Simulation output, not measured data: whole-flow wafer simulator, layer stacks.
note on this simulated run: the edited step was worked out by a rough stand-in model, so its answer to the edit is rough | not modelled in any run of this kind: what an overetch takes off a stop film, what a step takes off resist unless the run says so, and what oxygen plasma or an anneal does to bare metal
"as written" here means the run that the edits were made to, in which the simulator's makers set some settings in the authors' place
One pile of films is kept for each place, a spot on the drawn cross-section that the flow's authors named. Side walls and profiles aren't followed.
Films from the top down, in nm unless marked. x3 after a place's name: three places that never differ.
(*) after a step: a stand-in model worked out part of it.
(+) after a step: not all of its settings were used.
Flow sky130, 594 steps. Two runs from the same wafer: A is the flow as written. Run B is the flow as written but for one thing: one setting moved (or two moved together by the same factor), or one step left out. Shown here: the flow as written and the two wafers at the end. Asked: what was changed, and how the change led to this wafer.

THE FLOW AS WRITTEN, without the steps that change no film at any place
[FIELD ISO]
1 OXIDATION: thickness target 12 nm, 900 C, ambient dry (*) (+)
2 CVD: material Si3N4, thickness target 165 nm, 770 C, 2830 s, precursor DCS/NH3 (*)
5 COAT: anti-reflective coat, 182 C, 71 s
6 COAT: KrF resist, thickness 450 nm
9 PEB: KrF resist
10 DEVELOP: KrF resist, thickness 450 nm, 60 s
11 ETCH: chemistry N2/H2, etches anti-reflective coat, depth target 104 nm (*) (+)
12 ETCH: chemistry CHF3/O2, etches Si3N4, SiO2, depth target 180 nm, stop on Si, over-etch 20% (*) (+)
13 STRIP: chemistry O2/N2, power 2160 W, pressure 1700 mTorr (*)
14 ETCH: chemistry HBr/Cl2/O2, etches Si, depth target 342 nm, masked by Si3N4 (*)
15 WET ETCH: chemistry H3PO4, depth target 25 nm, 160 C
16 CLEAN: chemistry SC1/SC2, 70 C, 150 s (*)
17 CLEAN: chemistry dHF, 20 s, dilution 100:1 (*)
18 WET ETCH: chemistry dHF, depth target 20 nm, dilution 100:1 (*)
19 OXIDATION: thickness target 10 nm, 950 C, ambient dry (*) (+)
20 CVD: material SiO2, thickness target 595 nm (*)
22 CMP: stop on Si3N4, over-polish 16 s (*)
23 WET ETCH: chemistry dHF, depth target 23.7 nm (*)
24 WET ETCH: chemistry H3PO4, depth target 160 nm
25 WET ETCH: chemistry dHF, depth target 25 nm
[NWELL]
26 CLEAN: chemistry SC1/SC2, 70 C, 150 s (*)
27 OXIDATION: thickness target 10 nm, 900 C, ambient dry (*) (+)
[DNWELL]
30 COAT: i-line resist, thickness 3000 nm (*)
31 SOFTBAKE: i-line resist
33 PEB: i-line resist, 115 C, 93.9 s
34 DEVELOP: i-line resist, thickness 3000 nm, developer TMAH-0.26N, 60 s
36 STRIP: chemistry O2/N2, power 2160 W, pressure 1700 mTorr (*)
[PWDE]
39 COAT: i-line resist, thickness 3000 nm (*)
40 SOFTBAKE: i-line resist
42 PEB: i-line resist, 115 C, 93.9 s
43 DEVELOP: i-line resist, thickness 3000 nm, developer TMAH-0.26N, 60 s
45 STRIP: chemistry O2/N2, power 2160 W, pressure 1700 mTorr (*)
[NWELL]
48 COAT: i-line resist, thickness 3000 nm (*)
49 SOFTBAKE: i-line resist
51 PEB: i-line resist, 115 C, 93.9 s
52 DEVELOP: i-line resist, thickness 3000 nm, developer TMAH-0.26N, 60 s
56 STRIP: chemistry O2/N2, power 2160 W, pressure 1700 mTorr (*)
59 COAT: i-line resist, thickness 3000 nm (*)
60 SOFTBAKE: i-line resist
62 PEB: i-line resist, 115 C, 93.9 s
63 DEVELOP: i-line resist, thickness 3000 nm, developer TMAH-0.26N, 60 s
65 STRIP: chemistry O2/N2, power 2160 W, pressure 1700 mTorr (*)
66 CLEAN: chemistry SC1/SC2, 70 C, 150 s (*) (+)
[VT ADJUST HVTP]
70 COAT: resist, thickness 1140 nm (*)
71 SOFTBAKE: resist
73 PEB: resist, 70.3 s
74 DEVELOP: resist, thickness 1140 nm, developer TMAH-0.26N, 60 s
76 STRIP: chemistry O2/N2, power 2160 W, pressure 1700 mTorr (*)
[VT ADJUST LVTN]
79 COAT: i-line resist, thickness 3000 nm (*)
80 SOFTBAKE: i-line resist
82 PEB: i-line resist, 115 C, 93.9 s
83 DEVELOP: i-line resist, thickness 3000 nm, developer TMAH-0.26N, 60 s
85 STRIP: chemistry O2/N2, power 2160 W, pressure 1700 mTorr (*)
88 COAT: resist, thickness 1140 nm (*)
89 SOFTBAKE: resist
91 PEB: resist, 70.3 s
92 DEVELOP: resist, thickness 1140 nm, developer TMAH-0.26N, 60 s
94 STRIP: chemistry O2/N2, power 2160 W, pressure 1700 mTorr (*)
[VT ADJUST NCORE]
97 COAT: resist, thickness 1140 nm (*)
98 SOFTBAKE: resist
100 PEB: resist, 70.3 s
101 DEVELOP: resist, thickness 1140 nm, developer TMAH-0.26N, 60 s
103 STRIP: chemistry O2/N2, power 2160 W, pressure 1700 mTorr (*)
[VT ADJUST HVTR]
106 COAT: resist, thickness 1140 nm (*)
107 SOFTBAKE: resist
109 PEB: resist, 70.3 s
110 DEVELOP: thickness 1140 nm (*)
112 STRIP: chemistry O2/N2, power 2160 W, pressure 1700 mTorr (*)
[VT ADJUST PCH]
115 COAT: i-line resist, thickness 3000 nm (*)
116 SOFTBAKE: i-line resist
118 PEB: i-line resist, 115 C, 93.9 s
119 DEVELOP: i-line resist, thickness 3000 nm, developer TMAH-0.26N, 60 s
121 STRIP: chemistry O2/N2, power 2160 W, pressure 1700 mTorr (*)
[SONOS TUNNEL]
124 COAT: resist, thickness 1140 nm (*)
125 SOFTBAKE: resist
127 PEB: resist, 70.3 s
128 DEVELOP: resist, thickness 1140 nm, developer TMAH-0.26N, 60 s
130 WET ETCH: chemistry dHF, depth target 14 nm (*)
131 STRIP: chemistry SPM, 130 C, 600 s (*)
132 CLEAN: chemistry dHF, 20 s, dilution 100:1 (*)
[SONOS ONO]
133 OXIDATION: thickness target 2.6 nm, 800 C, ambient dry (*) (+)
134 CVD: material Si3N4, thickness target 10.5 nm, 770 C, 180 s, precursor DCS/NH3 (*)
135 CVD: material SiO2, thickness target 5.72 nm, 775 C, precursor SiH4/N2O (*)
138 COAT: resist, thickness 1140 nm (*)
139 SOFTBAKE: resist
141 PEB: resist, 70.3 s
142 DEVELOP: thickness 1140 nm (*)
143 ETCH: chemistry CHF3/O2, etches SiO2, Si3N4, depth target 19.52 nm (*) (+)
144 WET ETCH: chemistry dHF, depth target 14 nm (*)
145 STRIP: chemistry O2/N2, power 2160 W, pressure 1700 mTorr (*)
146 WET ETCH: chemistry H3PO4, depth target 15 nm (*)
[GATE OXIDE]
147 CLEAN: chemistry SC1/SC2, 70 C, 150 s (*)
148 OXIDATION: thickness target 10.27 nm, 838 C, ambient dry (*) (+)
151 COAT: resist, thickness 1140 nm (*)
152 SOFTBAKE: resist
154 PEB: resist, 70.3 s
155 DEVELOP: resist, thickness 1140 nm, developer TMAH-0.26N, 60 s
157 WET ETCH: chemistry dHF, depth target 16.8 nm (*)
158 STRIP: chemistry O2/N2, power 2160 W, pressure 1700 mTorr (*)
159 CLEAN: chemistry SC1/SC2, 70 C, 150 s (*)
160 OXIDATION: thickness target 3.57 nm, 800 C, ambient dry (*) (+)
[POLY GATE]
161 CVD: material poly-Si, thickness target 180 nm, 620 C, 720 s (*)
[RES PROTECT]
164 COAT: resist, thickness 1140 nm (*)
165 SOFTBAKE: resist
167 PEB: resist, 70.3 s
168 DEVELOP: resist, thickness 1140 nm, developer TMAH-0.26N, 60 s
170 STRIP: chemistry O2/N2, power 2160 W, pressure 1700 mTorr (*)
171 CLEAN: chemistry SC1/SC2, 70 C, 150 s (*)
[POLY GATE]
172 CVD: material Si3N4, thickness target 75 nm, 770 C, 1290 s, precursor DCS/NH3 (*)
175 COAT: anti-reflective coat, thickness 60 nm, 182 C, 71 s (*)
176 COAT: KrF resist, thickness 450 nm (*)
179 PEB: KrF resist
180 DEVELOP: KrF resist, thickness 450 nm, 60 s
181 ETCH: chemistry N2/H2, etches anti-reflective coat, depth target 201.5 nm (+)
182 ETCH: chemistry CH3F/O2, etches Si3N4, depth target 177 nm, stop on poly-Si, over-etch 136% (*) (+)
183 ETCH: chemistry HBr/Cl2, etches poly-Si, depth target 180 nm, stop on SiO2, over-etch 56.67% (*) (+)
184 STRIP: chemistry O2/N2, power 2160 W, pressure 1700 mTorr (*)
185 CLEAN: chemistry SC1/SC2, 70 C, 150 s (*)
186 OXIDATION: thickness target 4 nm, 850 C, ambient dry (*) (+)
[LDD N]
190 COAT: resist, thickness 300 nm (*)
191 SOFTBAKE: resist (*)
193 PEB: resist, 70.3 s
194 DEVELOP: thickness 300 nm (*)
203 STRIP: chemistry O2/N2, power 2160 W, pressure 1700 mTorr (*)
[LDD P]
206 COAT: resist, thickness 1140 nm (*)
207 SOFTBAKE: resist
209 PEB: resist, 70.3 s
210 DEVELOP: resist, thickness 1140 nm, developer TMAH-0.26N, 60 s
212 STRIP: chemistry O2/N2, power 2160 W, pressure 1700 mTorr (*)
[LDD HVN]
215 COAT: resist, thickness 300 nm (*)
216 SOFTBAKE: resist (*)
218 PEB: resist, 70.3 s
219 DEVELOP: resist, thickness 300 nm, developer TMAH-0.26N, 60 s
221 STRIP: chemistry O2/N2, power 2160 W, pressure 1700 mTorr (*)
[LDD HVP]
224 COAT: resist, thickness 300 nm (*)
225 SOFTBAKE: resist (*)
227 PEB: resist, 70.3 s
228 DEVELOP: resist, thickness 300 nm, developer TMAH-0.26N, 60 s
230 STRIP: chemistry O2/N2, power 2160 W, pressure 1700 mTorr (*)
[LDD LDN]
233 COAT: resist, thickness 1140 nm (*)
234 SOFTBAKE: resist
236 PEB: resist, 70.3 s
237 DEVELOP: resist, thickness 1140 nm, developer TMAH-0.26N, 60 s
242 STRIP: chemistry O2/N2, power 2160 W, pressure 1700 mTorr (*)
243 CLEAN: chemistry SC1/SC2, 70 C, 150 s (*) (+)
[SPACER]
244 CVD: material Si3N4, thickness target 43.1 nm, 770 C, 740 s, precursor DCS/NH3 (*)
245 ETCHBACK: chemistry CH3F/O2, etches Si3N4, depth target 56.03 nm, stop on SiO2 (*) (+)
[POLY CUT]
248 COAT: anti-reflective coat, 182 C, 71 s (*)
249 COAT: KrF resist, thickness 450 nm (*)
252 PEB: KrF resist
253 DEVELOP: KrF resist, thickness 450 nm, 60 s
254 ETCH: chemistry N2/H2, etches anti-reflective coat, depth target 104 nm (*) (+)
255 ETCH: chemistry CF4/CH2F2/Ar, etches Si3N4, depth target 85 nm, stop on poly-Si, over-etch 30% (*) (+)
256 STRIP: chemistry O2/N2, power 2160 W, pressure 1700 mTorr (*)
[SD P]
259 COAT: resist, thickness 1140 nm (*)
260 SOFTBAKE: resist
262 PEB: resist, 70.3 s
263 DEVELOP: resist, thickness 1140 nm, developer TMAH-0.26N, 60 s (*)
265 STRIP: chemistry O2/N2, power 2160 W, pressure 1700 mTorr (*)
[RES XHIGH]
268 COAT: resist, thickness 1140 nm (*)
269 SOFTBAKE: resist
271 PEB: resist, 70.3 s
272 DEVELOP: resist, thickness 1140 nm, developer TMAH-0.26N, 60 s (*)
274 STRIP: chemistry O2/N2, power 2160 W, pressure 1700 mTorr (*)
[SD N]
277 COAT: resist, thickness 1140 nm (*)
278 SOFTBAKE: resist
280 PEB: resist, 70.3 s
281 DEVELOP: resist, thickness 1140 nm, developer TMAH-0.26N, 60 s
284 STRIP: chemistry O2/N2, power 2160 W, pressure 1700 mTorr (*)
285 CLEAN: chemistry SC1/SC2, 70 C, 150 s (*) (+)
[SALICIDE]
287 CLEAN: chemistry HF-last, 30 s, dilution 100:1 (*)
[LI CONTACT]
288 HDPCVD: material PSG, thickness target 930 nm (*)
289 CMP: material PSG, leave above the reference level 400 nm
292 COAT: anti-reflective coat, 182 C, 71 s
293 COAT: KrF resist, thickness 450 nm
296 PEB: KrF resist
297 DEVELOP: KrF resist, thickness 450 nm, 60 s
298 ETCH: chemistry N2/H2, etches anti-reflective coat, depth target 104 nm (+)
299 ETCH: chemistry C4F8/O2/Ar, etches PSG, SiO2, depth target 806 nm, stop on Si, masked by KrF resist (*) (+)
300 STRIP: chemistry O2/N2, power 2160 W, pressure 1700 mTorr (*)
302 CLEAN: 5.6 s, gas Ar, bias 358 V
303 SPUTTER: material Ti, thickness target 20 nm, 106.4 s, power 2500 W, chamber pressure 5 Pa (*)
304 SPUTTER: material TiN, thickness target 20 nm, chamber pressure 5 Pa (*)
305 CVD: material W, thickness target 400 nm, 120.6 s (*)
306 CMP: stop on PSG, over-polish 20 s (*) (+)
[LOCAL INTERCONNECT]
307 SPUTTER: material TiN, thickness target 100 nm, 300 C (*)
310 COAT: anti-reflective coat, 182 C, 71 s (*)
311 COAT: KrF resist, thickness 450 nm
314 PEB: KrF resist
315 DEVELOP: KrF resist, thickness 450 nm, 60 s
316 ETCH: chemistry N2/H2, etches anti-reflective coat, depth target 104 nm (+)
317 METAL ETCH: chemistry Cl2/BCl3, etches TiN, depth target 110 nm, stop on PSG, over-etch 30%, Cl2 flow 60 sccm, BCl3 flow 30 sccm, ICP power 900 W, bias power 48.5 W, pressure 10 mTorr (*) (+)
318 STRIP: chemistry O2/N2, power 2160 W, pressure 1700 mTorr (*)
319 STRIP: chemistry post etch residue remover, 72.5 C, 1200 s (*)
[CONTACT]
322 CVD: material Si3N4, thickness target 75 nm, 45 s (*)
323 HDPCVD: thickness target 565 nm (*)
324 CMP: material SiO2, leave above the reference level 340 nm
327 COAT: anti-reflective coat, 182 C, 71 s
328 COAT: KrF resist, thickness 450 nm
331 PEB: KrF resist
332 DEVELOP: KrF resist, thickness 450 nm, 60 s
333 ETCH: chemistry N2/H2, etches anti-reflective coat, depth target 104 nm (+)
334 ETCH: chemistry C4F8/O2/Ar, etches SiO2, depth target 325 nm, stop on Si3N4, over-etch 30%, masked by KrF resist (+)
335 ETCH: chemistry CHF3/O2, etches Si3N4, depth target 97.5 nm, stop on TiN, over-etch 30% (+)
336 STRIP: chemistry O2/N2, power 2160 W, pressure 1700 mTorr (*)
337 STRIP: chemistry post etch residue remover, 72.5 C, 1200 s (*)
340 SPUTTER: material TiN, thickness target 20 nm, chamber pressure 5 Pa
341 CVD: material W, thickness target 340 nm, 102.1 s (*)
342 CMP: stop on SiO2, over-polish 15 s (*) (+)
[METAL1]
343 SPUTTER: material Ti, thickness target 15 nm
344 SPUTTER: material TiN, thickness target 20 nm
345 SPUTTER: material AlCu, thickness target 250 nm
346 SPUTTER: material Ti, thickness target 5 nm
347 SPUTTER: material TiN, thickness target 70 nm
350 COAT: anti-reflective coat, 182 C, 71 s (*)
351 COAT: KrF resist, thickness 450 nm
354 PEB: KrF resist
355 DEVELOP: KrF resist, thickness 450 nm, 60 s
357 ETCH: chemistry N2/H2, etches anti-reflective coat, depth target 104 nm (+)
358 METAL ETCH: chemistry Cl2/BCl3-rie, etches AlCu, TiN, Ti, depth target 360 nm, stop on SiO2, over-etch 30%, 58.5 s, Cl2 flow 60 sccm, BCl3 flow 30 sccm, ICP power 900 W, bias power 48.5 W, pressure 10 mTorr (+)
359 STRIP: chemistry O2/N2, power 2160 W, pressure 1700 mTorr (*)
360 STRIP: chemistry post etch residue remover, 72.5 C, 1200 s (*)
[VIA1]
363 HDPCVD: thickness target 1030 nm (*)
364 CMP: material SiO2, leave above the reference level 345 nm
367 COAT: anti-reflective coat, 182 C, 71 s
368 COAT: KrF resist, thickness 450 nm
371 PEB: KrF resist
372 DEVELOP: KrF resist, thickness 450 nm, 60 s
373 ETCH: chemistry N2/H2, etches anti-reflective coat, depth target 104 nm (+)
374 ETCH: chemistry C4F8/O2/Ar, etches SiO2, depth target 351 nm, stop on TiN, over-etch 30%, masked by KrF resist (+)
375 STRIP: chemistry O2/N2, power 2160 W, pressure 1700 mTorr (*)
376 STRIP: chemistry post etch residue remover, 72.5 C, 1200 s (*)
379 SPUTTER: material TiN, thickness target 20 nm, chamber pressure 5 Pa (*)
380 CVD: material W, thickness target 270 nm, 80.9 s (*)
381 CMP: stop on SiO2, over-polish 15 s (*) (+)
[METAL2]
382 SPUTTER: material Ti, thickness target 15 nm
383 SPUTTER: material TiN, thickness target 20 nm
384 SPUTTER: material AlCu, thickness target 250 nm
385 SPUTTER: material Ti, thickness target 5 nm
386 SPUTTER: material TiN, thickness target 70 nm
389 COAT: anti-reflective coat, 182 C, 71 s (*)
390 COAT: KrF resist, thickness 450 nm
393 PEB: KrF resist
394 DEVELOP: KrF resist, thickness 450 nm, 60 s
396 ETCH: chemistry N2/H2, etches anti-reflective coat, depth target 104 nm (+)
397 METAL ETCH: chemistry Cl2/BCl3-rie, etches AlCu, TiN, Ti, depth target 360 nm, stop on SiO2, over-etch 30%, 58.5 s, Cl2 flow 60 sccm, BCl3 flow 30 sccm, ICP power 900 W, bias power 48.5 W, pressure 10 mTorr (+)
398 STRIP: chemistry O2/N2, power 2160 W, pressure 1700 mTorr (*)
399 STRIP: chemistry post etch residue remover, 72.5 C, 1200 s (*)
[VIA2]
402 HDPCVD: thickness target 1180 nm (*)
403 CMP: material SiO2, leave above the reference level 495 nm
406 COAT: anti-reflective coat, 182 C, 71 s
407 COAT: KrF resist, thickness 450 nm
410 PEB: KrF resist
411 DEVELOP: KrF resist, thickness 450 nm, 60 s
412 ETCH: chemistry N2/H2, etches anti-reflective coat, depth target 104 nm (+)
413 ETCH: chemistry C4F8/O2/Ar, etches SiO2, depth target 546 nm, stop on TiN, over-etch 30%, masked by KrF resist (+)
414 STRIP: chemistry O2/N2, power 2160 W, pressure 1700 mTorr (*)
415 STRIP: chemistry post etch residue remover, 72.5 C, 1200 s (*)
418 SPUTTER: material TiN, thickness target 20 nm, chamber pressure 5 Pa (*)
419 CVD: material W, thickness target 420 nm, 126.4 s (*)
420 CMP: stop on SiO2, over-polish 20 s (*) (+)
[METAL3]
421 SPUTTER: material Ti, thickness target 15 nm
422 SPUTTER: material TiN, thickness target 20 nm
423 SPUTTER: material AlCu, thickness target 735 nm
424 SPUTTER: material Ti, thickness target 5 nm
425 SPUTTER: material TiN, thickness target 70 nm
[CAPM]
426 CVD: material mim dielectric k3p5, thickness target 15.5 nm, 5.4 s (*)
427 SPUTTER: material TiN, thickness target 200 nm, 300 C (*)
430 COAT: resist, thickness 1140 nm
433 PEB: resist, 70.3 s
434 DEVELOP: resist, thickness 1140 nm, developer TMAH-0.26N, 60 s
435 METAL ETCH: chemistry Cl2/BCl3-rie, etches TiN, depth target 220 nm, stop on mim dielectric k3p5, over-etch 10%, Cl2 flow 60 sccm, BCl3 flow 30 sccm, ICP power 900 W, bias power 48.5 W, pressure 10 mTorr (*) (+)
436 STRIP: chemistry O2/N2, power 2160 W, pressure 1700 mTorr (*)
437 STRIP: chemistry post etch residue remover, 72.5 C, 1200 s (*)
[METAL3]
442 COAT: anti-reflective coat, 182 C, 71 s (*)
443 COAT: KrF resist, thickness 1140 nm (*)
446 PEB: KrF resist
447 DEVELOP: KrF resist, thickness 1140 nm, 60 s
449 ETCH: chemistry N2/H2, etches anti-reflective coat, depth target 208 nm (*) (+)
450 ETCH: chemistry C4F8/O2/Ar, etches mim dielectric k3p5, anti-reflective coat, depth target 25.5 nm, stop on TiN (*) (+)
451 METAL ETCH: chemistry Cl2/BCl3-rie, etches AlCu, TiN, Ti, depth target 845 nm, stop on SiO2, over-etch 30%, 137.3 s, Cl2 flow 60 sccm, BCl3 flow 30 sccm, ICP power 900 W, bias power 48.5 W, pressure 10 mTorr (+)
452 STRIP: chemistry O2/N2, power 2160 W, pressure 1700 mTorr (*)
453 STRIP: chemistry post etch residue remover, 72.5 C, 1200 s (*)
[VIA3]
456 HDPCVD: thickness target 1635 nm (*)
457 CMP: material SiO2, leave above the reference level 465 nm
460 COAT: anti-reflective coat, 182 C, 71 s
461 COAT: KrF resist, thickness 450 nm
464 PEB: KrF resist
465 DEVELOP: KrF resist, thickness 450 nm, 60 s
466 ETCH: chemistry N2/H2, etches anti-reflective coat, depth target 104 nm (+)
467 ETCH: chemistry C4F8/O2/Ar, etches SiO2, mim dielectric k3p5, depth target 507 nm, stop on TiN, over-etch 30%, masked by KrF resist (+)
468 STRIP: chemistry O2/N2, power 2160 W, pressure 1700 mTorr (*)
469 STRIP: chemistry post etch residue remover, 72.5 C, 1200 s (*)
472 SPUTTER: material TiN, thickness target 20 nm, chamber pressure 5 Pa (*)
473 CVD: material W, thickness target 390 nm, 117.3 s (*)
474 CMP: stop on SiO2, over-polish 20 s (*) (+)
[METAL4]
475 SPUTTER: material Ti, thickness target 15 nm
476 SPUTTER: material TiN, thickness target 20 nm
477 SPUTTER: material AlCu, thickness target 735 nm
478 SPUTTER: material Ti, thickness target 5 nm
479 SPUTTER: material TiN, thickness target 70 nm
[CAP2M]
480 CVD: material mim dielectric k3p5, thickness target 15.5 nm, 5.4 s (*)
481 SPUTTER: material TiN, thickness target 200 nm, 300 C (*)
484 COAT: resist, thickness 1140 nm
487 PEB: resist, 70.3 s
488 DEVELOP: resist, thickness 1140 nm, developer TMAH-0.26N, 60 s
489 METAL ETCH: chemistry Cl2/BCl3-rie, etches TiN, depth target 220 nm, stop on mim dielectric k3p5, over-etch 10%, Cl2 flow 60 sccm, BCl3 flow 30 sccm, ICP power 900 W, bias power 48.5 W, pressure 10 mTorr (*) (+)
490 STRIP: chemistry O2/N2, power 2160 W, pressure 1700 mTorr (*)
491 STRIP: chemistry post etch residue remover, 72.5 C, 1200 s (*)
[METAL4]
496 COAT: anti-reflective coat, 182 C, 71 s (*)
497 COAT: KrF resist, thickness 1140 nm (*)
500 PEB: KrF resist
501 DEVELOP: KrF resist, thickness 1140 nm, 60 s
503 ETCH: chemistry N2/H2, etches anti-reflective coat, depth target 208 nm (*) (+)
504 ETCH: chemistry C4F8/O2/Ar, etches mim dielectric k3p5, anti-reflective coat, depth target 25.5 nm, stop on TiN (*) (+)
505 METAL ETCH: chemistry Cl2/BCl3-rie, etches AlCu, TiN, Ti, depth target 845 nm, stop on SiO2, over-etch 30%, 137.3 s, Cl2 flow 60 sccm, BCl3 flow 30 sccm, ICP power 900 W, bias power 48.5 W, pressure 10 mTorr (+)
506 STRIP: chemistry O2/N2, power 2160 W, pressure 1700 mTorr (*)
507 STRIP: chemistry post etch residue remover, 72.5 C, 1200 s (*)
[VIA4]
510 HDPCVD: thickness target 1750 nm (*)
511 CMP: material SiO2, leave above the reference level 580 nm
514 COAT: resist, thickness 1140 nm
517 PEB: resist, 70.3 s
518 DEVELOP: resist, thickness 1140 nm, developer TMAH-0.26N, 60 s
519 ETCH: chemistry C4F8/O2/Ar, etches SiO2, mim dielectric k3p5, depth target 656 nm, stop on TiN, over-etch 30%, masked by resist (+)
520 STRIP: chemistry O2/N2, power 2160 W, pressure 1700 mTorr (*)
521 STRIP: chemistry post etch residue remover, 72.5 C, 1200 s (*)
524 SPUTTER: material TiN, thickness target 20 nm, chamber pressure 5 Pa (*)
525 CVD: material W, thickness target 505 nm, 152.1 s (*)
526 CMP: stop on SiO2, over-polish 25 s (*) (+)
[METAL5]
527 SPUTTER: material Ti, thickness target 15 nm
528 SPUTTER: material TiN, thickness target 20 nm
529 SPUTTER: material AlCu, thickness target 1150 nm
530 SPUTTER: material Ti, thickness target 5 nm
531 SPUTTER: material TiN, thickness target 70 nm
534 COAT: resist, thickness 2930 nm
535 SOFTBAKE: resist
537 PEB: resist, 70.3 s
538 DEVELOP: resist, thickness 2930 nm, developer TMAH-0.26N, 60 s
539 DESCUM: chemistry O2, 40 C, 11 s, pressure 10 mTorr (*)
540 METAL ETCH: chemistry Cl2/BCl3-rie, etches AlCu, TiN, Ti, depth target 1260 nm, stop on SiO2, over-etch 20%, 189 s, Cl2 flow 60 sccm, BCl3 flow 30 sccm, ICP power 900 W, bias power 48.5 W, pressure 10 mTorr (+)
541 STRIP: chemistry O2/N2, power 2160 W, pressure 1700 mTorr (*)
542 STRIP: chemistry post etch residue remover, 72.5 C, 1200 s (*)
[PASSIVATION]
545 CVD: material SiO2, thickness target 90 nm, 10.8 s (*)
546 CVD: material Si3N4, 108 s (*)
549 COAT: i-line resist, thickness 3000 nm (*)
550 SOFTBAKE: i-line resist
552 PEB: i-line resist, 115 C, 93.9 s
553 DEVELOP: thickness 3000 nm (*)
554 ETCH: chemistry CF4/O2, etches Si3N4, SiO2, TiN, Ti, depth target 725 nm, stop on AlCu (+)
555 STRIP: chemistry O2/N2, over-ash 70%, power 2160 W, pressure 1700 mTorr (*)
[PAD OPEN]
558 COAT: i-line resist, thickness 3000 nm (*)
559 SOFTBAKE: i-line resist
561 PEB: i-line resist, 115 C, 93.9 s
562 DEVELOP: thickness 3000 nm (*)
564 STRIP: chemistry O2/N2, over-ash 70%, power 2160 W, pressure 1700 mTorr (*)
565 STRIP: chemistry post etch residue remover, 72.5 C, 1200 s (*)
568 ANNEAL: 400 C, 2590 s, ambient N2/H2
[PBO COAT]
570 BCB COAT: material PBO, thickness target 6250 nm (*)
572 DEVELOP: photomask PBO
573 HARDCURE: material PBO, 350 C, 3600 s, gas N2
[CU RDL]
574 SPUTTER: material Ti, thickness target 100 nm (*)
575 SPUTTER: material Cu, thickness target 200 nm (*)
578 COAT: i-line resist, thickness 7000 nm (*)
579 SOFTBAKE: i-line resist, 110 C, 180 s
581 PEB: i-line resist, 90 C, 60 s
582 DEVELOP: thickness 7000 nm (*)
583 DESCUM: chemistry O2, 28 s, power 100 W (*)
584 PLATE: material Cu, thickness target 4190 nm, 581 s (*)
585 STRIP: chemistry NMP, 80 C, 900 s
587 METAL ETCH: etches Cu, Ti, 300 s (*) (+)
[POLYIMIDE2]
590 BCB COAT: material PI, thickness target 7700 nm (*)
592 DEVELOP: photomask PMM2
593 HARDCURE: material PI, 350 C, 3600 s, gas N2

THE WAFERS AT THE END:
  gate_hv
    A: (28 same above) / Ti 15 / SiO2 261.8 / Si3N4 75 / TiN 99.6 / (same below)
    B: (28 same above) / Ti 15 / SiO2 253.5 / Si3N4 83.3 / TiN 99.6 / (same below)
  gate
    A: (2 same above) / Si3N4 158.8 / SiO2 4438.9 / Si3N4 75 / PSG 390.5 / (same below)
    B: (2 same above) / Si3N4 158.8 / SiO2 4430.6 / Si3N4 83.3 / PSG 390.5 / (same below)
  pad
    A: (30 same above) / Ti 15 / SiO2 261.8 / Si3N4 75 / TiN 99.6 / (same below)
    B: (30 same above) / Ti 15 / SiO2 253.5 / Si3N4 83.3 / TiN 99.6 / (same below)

The cause: step 322, CVD: thickness target 83.3 nm was run, where the flow has thickness target 75 nm; step 322, CVD: 50 s was run, where the flow has 45 s.
It can be read off the wafer: gate_hv has Si3N4 83.3, and step 322 as written asks for 75 nm.

How the change led to this, step by step:
  322 CVD: material Si3N4, thickness target 75 nm, 45 s (*)
      field, active, n_well and 188 more: A Si3N4 +75 (new film) | B Si3N4 +83.3 (new film)
  324 CMP: material SiO2, leave above the reference level 340 nm
      n_well, p_well, gate_hv and 93 more: A SiO2 -300 | B SiO2 -308.3
      field, active, gate and 88 more: A SiO2 -200.4 | B SiO2 -208.7
      (and at 4 more places)
  334 ETCH: chemistry C4F8/O2/Ar, etches SiO2, depth target 325 nm, stop on Si3N4, over-etch 30%, masked by KrF resist (+)
      poly_licon, ndiff_licon, ndiff_licon_cpp, rpo_hd_licon: A SiO2 -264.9 (all of it) | B SiO2 -256.6 (all of it)
  335 ETCH: chemistry CHF3/O2, etches Si3N4, depth target 97.5 nm, stop on TiN, over-etch 30% (+)
      poly_licon, ndiff_licon, ndiff_licon_cpp, rpo_hd_licon: A Si3N4 -75 (all of it) | B Si3N4 -83.3 (all of it)
